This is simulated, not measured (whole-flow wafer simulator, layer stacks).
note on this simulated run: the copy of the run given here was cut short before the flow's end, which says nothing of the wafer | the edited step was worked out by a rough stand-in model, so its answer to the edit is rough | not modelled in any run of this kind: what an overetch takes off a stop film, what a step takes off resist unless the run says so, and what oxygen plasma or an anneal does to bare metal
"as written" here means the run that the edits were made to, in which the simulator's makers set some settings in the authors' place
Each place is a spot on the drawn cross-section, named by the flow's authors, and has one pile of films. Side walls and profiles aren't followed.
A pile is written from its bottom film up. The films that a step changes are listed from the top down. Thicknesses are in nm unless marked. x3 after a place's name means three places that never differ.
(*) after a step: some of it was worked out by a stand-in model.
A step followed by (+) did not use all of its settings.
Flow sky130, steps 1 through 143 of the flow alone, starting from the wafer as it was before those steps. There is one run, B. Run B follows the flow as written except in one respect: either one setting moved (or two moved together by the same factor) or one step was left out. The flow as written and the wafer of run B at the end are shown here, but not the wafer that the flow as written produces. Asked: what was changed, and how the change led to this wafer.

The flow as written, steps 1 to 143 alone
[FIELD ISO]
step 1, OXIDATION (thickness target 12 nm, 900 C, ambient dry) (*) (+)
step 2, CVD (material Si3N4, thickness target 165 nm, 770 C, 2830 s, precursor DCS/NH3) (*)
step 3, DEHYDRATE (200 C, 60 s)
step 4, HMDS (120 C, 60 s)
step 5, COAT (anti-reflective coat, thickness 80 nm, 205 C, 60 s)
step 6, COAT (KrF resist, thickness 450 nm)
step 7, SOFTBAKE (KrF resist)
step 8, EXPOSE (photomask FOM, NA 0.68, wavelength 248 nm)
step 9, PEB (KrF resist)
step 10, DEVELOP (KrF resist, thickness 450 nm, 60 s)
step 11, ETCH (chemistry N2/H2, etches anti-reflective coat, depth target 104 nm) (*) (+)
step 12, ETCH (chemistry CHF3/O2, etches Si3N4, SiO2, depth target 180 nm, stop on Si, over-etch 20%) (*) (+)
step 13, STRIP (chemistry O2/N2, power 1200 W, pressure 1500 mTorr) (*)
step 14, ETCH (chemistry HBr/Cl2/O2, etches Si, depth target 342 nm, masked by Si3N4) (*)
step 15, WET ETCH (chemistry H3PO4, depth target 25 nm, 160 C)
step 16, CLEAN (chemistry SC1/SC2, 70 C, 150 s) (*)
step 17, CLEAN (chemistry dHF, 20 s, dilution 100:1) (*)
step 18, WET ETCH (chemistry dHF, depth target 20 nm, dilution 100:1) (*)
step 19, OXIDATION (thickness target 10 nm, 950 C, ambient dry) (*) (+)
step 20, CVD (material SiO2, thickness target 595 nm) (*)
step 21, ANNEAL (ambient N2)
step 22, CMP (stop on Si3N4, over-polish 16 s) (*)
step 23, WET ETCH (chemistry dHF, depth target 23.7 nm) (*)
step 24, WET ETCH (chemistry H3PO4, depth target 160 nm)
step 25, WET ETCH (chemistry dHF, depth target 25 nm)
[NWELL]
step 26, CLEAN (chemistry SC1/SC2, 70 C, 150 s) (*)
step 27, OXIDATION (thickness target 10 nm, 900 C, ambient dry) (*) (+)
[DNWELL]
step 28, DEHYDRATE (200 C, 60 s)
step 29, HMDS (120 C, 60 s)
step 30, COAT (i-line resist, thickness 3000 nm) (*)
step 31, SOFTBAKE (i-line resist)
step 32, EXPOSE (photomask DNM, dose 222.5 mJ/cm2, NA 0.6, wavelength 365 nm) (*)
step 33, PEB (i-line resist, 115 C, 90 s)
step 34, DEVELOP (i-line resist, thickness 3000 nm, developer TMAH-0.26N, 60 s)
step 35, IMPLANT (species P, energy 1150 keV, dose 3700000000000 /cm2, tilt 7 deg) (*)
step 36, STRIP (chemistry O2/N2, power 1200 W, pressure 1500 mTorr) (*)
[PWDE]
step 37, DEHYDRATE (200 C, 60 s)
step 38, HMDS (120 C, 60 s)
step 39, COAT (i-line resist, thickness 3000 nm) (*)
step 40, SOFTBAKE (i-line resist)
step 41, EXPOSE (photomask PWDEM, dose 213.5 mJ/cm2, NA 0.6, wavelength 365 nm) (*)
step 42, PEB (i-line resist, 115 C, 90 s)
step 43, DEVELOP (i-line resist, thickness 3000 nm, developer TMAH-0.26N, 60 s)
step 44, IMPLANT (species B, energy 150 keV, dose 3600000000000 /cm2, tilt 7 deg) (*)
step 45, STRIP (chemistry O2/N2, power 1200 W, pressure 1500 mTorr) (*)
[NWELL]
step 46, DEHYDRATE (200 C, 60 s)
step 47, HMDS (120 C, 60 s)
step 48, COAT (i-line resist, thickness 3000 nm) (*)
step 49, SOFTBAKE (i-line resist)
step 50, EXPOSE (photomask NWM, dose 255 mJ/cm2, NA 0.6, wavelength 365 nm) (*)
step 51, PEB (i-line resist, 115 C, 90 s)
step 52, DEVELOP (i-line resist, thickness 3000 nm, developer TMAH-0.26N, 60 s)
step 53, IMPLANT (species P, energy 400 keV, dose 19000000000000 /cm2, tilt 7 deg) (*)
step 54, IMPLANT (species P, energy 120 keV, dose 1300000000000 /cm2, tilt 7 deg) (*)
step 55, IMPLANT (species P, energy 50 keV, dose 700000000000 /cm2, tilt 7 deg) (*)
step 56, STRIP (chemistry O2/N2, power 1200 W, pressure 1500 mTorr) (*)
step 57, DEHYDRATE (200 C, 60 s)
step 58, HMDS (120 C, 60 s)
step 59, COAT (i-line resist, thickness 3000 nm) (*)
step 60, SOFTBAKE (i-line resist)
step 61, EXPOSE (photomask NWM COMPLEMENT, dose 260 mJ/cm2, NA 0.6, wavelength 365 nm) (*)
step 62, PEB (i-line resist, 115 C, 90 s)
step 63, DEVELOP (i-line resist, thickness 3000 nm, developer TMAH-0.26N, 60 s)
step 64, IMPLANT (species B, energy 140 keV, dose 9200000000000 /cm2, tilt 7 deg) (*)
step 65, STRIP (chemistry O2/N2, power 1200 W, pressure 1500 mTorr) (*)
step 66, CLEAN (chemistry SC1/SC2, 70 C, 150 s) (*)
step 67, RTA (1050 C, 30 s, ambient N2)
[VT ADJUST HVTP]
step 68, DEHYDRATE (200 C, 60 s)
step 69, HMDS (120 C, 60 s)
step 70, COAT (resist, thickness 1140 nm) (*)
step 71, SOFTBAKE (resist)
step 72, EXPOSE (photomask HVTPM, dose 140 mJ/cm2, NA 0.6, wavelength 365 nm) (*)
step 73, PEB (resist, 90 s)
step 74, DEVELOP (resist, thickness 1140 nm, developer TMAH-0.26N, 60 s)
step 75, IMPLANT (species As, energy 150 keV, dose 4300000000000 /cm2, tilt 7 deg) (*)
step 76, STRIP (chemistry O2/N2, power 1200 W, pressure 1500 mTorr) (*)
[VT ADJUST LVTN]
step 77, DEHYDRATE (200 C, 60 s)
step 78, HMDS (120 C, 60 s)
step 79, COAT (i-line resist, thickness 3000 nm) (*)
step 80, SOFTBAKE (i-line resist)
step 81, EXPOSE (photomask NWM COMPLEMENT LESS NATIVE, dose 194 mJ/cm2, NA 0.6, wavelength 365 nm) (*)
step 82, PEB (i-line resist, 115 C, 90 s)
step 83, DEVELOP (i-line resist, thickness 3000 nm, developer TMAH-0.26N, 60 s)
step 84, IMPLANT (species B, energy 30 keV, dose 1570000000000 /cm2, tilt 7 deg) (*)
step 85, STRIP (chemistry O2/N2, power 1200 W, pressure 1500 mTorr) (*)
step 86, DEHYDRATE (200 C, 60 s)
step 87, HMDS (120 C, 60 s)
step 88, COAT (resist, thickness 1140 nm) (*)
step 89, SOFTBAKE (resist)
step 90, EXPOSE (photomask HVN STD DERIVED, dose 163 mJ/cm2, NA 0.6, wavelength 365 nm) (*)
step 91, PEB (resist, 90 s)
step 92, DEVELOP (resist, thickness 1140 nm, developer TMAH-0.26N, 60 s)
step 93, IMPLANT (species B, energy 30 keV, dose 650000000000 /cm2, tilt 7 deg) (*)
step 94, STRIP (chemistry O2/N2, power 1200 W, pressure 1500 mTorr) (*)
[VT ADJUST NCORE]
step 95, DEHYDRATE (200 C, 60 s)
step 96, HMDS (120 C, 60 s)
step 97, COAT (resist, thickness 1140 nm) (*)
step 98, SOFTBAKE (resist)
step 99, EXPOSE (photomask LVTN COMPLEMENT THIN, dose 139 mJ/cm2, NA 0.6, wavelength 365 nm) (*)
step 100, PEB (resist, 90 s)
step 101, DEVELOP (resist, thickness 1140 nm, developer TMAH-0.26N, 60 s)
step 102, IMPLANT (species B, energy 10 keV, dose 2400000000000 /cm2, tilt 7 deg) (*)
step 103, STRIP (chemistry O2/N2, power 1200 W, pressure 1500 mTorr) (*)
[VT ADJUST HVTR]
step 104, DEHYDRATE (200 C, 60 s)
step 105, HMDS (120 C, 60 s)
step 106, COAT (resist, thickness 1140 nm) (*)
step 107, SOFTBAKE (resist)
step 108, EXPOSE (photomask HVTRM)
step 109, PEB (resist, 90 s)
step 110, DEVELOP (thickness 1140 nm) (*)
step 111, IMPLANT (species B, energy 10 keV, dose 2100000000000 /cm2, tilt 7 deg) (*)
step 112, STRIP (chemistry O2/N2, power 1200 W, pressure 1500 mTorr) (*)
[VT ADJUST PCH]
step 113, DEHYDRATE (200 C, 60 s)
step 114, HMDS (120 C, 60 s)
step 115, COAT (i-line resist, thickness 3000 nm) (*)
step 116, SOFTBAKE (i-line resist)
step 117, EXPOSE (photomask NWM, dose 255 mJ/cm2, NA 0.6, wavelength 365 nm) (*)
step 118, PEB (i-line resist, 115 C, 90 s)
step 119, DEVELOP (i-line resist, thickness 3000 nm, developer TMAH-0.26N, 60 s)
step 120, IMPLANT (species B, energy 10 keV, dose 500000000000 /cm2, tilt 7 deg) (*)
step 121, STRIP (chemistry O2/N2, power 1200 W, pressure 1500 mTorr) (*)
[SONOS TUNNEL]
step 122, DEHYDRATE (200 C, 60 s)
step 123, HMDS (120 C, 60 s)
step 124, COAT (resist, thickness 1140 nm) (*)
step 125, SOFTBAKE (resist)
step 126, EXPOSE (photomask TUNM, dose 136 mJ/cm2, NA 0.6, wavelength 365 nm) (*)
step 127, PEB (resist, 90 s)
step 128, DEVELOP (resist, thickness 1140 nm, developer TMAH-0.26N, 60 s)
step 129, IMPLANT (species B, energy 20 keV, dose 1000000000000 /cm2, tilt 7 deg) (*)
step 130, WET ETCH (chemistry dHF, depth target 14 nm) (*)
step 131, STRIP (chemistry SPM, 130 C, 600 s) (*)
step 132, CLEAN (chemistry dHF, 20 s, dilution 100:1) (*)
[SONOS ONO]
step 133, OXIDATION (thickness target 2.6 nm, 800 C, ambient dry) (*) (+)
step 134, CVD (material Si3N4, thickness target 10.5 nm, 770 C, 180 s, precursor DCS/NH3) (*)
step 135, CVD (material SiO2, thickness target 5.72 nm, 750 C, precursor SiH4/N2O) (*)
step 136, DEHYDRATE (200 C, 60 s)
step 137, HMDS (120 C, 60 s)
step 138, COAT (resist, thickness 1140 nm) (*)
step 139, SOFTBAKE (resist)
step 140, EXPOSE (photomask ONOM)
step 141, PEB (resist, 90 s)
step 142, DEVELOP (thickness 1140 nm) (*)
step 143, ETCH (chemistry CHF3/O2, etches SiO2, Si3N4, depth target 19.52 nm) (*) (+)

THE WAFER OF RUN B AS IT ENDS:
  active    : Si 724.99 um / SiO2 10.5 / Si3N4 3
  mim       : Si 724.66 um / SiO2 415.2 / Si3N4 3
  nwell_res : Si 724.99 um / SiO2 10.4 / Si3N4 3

Cause: step 134, CVD: 288 s was run, though the flow has 180 s.

How this came from the change, step by step:
  step 134, CVD (material Si3N4, thickness target 10.5 nm, 770 C, 180 s, precursor DCS/NH3) (*)
      field, active, n_well and 187 more: Si3N4 gains 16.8 (new film) (it would be, as written: Si3N4 gains 10.5 (new film))
  step 143, ETCH (chemistry CHF3/O2, etches SiO2, Si3N4, depth target 19.52 nm) (*) (+)
      field, active, p_well x5 and 179 more: SiO2 loses 5.72 (all of it), Si3N4 loses 13.8 (it would be, as written: SiO2 loses 5.72 (all of it), Si3N4 loses 10.5 (all of it), SiO2 loses 3.3)
      n_well, sonos_sd: SiO2 loses 5.72 (all of it), Si3N4 loses 13.8 (it would be, as written: SiO2 loses 5.72 (all of it), Si3N4 loses 10.5 (all of it), SiO2 loses 2.6 (all of it), Si loses 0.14)
